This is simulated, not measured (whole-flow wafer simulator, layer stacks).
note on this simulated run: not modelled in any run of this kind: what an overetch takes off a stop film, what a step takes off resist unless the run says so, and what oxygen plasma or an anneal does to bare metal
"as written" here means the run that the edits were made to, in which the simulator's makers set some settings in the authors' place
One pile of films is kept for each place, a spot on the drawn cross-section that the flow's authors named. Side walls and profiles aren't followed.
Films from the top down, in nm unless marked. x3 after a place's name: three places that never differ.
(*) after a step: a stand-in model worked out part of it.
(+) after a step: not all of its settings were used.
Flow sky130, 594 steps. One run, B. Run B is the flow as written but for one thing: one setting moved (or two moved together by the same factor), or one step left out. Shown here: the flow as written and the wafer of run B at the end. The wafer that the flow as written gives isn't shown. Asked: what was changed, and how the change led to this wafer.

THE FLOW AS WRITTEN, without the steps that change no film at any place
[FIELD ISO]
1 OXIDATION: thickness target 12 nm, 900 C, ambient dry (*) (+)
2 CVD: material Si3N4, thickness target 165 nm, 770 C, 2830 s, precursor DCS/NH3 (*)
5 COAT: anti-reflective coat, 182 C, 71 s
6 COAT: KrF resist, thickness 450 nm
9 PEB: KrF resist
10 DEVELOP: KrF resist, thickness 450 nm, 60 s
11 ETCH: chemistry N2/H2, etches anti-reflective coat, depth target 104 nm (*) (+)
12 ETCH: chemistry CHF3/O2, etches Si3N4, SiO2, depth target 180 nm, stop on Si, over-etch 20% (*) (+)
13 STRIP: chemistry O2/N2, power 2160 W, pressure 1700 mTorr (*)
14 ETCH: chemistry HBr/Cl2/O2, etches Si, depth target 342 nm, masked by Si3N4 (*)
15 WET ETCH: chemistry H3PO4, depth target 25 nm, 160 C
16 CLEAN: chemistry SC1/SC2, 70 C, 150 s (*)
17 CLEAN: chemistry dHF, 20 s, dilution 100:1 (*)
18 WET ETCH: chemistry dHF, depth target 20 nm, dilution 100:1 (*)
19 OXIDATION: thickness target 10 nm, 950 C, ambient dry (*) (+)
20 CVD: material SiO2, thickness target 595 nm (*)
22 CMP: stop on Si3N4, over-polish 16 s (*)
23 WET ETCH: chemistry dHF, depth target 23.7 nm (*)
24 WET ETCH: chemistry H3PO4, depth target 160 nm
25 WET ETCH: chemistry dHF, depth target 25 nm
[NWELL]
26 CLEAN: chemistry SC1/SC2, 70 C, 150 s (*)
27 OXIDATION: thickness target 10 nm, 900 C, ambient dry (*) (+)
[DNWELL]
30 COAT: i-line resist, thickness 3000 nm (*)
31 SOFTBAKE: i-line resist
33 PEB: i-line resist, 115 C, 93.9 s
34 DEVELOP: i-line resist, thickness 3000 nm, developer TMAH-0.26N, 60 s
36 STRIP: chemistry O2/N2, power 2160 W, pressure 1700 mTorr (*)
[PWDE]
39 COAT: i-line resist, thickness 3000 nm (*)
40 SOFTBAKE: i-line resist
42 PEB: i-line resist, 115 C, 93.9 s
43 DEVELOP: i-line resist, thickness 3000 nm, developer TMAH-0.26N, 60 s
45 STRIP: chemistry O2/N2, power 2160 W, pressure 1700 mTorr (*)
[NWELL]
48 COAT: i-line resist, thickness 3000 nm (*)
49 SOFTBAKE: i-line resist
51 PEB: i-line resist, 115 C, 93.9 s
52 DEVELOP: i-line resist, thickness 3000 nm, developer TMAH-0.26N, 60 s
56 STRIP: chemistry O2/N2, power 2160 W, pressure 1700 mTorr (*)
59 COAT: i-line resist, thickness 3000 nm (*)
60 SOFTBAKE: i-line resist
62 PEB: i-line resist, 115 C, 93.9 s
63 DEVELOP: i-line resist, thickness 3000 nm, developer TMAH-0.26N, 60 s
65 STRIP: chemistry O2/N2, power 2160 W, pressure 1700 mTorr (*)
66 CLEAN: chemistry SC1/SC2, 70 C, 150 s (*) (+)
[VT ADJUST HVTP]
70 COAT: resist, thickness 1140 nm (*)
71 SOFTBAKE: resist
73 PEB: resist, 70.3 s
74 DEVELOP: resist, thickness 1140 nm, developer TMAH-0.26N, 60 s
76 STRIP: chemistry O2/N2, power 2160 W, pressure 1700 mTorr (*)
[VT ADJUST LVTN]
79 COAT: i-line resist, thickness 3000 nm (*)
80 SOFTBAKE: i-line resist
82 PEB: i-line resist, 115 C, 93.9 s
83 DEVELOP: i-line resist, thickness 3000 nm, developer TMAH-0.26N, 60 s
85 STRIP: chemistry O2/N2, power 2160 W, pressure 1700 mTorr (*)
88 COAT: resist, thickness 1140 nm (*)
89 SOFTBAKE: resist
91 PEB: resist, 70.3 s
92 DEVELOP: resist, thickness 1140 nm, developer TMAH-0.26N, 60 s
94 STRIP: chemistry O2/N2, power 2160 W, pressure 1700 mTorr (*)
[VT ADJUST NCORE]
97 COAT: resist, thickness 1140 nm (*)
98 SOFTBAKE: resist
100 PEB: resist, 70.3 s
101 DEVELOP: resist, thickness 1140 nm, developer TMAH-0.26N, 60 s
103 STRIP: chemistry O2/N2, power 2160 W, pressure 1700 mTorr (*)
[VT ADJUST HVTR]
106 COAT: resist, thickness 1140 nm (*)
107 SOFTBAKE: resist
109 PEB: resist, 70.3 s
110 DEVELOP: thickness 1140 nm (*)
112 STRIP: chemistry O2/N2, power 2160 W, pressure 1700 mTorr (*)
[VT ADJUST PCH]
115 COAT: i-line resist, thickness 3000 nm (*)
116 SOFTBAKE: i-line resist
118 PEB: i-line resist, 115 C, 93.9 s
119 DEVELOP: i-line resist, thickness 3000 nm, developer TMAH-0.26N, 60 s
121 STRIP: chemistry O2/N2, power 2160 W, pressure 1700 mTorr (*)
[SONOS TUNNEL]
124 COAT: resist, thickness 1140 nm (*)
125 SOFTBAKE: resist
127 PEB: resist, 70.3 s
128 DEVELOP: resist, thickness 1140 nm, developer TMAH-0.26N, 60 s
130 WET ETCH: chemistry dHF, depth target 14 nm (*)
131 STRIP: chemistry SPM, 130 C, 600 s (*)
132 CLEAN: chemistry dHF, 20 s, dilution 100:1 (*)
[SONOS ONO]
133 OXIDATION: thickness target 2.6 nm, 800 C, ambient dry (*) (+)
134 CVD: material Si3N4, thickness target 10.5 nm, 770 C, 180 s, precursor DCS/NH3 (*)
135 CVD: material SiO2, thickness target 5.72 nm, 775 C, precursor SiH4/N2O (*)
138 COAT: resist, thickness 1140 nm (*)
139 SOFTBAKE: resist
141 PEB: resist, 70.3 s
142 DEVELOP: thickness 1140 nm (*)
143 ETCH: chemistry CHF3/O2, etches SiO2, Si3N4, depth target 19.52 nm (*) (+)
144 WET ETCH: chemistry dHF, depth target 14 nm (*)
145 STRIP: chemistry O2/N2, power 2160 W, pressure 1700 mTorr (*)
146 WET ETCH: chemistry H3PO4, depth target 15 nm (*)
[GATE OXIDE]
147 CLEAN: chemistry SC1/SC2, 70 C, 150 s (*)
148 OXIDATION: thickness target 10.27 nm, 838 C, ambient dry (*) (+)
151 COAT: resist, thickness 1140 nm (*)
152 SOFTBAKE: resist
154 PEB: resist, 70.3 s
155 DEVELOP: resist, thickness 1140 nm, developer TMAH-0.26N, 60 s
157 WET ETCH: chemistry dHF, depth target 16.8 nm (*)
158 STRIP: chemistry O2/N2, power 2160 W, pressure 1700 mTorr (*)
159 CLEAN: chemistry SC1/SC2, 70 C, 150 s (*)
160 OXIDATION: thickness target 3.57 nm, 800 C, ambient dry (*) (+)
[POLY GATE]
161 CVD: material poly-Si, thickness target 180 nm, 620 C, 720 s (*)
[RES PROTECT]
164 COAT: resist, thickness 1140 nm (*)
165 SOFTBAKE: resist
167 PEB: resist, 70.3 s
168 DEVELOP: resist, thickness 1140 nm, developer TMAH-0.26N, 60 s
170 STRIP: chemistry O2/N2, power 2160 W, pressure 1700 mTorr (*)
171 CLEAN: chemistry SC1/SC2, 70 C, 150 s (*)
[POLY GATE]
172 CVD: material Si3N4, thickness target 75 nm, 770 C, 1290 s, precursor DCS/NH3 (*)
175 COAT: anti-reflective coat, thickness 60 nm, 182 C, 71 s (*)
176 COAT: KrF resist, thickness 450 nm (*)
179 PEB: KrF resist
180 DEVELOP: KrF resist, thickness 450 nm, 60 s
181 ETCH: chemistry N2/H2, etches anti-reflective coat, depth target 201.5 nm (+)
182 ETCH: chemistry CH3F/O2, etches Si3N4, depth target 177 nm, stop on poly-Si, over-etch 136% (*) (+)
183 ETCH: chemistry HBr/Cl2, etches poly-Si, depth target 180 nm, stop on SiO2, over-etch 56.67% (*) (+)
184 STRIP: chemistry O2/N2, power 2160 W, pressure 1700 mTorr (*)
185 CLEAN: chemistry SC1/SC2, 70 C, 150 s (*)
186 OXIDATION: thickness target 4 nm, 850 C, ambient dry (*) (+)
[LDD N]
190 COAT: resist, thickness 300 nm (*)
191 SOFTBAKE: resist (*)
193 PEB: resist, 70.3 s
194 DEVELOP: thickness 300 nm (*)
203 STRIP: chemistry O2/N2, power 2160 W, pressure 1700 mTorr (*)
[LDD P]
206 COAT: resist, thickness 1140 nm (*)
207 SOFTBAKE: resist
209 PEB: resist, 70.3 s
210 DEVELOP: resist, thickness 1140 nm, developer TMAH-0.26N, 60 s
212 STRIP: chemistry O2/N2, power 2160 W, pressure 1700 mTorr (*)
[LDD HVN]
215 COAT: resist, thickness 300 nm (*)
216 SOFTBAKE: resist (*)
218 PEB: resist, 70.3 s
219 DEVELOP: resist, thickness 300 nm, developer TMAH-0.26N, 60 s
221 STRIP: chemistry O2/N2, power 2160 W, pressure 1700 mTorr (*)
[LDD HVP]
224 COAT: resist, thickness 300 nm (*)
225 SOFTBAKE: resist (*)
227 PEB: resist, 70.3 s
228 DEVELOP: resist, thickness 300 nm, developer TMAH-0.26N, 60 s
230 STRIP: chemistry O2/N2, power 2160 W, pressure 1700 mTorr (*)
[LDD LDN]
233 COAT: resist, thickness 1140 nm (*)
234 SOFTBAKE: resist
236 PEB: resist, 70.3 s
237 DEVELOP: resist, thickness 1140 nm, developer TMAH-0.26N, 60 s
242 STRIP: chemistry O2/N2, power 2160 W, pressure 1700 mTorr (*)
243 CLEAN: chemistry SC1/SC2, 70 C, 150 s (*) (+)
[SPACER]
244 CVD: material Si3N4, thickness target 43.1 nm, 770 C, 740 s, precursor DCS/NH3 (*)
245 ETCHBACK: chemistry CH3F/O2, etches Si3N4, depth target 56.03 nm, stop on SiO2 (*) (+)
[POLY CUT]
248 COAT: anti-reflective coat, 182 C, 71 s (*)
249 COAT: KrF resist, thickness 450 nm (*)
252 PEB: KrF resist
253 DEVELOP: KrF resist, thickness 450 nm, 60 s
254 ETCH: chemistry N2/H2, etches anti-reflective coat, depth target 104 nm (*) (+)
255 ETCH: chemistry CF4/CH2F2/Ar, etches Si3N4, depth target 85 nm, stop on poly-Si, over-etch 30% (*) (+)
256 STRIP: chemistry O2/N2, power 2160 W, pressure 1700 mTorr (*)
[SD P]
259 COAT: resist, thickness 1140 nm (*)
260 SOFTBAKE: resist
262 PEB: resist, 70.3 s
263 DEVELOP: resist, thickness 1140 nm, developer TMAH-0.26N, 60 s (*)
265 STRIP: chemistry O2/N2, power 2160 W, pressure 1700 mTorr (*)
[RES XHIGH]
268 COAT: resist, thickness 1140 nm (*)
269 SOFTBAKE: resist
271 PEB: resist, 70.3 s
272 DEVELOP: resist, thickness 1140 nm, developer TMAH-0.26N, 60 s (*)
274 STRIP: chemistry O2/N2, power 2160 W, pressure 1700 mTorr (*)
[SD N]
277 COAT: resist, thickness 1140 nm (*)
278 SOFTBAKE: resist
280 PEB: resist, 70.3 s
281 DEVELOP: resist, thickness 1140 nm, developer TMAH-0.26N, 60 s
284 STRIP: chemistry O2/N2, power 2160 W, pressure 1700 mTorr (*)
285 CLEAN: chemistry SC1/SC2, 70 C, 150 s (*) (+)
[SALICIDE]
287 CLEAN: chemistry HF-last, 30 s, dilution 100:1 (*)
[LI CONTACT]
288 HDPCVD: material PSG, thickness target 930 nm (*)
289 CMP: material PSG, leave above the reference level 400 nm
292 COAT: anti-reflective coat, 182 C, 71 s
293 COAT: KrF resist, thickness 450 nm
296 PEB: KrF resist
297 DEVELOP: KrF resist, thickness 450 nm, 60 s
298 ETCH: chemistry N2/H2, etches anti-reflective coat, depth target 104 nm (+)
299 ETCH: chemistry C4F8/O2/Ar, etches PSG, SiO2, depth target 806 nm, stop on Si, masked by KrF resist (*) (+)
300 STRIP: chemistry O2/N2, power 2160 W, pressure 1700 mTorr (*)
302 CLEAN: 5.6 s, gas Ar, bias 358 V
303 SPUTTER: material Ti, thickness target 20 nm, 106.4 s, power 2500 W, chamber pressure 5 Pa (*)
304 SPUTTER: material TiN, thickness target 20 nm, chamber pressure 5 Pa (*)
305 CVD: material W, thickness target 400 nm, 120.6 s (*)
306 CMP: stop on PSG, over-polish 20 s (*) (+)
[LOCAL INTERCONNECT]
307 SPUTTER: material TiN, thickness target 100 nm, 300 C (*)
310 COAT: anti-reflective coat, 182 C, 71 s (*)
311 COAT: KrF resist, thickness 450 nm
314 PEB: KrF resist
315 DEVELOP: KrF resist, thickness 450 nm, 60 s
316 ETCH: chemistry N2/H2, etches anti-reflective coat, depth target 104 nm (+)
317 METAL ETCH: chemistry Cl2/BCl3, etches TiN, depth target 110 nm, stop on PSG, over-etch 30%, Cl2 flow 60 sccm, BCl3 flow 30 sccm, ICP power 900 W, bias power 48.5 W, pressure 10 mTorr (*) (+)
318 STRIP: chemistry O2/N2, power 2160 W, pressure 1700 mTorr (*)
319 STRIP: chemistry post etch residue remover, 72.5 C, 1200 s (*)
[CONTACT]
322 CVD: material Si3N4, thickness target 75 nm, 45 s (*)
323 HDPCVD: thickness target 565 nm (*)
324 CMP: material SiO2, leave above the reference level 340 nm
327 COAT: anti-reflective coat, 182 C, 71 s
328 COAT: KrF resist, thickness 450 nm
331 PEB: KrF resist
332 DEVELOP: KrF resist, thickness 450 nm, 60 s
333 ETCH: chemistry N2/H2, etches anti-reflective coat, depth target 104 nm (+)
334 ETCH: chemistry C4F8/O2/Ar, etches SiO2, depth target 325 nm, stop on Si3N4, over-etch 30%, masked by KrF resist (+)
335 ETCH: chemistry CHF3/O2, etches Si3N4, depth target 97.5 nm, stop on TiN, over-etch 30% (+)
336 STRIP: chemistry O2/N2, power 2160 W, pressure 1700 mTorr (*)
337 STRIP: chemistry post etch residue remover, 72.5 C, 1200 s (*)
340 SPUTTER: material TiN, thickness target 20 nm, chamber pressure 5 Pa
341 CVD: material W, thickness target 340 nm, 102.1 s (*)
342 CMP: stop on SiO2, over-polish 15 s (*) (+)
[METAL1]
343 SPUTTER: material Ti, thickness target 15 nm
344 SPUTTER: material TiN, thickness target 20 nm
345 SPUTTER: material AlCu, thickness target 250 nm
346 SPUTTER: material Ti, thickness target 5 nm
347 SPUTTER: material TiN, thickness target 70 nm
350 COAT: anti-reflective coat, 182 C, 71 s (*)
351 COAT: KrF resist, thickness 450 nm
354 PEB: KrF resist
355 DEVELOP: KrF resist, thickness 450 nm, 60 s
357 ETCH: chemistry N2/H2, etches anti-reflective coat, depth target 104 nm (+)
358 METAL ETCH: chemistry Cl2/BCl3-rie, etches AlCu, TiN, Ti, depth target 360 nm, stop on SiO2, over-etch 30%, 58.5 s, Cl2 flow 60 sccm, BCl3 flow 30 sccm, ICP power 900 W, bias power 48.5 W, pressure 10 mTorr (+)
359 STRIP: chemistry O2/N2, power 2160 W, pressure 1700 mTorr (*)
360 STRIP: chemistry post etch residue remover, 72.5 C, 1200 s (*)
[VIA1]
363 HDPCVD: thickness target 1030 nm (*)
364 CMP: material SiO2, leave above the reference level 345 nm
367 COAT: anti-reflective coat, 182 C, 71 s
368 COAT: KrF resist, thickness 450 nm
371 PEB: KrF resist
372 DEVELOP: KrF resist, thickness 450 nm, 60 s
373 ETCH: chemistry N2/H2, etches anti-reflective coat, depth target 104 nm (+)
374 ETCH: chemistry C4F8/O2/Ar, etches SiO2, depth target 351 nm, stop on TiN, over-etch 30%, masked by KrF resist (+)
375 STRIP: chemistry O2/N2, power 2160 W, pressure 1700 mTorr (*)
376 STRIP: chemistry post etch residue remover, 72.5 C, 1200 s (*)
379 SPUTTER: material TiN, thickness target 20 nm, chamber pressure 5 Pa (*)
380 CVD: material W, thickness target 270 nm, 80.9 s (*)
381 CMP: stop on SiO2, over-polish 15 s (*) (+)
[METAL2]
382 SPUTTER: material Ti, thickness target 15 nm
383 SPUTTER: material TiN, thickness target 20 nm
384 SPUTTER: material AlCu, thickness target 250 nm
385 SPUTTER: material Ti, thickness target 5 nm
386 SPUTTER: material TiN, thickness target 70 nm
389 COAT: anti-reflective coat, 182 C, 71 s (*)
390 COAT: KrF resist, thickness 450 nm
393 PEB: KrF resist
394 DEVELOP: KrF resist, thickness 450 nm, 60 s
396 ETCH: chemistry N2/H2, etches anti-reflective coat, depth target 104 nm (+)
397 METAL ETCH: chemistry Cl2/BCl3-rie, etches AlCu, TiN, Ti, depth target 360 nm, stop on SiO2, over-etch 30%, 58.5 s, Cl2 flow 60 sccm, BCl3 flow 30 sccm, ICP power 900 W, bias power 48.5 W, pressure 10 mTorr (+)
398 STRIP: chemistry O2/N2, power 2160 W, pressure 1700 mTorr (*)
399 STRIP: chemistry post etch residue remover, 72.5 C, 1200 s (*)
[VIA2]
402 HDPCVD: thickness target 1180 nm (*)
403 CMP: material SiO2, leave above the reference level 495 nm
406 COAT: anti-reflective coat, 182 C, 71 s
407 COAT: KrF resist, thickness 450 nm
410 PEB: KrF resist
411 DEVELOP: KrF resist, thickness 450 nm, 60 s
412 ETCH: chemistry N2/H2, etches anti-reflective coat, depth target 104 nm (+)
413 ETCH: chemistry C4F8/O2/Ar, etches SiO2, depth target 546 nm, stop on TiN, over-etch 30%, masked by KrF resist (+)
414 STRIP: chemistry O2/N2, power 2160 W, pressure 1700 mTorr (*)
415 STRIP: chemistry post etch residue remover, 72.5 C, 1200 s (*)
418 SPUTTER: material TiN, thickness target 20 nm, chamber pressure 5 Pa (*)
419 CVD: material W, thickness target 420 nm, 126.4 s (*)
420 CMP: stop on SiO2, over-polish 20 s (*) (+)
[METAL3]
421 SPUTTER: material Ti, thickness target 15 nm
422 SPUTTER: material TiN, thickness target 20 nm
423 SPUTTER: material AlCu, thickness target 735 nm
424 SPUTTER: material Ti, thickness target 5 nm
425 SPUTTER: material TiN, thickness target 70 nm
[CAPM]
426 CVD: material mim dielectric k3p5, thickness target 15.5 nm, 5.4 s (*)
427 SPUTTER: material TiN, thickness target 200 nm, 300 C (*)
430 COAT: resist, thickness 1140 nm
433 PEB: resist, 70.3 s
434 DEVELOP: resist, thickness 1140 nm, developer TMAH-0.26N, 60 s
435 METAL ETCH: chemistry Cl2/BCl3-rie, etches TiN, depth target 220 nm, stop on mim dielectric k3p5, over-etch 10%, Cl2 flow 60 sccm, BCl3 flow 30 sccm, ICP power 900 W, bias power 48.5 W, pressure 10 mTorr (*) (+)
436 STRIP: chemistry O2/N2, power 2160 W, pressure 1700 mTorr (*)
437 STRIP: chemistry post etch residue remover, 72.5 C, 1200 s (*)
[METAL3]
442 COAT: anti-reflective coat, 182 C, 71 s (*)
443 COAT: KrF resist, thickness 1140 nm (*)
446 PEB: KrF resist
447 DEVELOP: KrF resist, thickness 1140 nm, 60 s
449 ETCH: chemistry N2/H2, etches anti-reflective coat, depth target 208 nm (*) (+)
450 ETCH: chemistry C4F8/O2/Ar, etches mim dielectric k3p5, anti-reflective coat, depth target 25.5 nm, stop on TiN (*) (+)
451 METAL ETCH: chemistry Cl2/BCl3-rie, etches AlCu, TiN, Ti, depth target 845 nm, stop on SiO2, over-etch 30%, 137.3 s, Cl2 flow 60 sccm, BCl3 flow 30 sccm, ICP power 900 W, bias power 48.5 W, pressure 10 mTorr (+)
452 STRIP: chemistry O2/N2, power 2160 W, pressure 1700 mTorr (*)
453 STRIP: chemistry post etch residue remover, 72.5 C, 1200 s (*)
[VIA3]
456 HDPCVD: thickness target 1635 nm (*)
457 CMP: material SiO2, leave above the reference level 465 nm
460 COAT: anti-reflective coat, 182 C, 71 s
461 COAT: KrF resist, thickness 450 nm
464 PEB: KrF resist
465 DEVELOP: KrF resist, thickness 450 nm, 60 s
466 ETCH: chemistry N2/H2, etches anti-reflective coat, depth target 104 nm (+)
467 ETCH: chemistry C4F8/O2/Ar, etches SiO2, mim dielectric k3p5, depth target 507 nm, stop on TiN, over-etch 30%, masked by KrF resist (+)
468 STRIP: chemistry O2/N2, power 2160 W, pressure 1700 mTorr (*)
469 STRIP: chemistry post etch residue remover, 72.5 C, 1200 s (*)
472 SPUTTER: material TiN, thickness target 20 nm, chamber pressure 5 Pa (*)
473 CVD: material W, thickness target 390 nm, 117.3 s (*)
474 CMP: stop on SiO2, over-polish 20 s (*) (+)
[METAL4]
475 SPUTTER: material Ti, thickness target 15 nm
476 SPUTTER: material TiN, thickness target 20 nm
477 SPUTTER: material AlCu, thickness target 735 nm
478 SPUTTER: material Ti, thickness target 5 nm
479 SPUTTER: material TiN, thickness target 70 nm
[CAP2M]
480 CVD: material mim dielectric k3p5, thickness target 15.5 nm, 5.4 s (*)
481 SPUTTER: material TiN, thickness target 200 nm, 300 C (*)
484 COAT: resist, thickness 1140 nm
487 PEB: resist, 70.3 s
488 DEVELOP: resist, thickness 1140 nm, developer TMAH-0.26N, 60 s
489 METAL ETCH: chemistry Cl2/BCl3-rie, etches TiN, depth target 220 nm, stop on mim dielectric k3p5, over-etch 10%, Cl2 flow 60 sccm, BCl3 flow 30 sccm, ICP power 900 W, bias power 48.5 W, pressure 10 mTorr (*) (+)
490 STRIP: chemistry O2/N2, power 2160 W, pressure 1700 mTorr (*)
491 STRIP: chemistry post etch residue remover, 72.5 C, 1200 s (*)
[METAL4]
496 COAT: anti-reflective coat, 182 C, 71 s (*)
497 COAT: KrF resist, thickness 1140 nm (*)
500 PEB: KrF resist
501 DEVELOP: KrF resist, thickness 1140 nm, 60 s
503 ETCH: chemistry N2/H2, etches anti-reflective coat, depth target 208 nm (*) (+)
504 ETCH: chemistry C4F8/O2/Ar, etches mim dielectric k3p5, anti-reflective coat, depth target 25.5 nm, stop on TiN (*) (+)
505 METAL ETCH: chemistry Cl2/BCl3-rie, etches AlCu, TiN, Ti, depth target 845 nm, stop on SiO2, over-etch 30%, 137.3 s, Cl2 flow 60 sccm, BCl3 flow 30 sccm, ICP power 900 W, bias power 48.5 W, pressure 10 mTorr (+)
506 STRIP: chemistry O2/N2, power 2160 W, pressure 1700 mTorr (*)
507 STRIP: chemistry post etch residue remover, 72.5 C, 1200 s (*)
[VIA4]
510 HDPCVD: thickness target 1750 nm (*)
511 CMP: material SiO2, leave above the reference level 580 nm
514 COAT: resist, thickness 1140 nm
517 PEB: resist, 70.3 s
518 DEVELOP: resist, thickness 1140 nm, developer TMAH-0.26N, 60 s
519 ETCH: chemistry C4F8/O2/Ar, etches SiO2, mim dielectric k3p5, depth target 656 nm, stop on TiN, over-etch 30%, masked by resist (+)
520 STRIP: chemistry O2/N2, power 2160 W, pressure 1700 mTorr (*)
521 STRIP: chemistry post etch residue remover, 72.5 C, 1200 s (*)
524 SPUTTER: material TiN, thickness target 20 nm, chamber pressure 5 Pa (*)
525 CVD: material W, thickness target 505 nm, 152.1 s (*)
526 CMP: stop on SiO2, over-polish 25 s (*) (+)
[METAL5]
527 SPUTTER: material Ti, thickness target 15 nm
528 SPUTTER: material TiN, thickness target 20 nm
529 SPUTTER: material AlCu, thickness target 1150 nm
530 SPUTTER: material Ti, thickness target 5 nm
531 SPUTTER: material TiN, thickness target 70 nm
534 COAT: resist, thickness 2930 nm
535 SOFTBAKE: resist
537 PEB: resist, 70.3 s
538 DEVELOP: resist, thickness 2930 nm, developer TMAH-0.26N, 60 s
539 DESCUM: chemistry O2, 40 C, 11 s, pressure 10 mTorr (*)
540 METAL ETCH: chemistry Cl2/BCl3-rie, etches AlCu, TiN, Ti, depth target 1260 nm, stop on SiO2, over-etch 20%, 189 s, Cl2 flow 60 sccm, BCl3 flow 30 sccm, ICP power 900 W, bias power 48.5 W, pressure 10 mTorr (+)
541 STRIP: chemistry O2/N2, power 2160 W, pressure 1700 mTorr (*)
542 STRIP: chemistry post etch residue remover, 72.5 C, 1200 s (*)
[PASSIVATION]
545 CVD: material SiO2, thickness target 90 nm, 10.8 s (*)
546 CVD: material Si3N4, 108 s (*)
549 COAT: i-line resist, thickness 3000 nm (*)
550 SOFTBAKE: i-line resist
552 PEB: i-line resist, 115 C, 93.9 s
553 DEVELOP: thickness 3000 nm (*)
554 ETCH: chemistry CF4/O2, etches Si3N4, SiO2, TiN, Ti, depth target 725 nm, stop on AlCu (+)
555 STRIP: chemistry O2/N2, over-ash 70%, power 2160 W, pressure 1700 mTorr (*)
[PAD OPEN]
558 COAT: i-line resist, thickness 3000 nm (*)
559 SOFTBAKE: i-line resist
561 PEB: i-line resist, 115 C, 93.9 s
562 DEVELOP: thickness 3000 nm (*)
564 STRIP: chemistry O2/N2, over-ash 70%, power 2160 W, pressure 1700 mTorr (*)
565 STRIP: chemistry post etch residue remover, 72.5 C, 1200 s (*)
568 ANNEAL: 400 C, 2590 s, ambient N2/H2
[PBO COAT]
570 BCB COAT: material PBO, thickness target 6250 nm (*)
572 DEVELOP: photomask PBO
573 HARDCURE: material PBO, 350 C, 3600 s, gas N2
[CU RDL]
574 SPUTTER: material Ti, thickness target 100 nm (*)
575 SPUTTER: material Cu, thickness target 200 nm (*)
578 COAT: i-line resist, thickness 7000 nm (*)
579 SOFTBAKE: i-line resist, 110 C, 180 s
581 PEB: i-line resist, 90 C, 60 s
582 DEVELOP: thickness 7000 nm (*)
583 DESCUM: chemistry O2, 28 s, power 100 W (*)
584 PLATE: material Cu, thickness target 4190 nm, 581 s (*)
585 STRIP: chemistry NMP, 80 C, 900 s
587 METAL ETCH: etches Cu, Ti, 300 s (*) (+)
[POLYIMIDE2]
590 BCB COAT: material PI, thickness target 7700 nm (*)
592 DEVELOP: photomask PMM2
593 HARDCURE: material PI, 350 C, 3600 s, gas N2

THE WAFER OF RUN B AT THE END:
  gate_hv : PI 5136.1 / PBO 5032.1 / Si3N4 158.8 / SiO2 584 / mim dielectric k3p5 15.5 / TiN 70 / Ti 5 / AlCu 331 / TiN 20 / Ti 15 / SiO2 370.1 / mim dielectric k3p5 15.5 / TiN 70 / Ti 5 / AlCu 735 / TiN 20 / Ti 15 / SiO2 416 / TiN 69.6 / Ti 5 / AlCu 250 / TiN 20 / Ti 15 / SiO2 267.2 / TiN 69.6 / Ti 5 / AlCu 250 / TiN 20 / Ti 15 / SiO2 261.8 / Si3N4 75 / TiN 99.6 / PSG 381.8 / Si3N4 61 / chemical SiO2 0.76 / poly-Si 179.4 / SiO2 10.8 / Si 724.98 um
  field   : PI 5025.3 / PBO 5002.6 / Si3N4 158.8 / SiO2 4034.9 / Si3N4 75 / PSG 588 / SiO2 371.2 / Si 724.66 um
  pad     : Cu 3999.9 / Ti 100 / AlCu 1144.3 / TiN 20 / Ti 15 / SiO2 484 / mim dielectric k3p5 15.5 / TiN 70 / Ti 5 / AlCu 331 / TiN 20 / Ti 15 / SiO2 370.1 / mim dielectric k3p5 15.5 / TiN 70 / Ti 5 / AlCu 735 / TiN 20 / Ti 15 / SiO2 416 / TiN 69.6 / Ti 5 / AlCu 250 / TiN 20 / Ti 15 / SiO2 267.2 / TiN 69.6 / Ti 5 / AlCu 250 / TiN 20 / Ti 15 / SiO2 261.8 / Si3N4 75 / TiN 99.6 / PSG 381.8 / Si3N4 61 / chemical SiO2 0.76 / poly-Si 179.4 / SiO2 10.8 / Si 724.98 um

The cause: step 477, SPUTTER: thickness target 331 nm was run, where the flow has thickness target 735 nm.
It can be read off the wafer: gate_hv has AlCu 331, and step 477 as written asks for 735 nm.

How the change led to this, step by step:
  477 SPUTTER: material AlCu, thickness target 735 nm
      field, active, n_well and 189 more: AlCu +331 (new film) (as written it would be: AlCu +735 (new film))
  505 METAL ETCH: chemistry Cl2/BCl3-rie, etches AlCu, TiN, Ti, depth target 845 nm, stop on SiO2, over-etch 30%, 137.3 s, Cl2 flow 60 sccm, BCl3 flow 30 sccm, ICP power 900 W, bias power 48.5 W, pressure 10 mTorr (+)
      field, gate, spacer and 68 more: TiN -70 (all of it), Ti -5 (all of it), AlCu -331 (all of it), TiN -20 (all of it), Ti -15 (all of it), SiO2 -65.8 (as written it would be: TiN -70 (all of it), Ti -5 (all of it), AlCu -735 (all of it), TiN -20 (all of it), Ti -15 (all of it), SiO2 -25.4)
      active, vpp_iso1, mim_edge_plate and 14 more: TiN -70 (all of it), Ti -5 (all of it), AlCu -331 (all of it), TiN -20 (all of it), Ti -15 (all of it), SiO2 -65.8 (as written it would be: TiN -70 (all of it), Ti -5 (all of it), AlCu -735 (all of it), TiN -20 (all of it), Ti -15 (all of it), SiO2 -25.3)
  511 CMP: material SiO2, leave above the reference level 580 nm
      field, active, gate and 77 more: SiO2 -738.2 (as written it would be: SiO2 -374.7)
      iso_guard__w1, mim_edge_gap, vpp_m3ln, via2_enc: SiO2 -738.3 (as written it would be: SiO2 -374.6)
      (and at 4 more places)
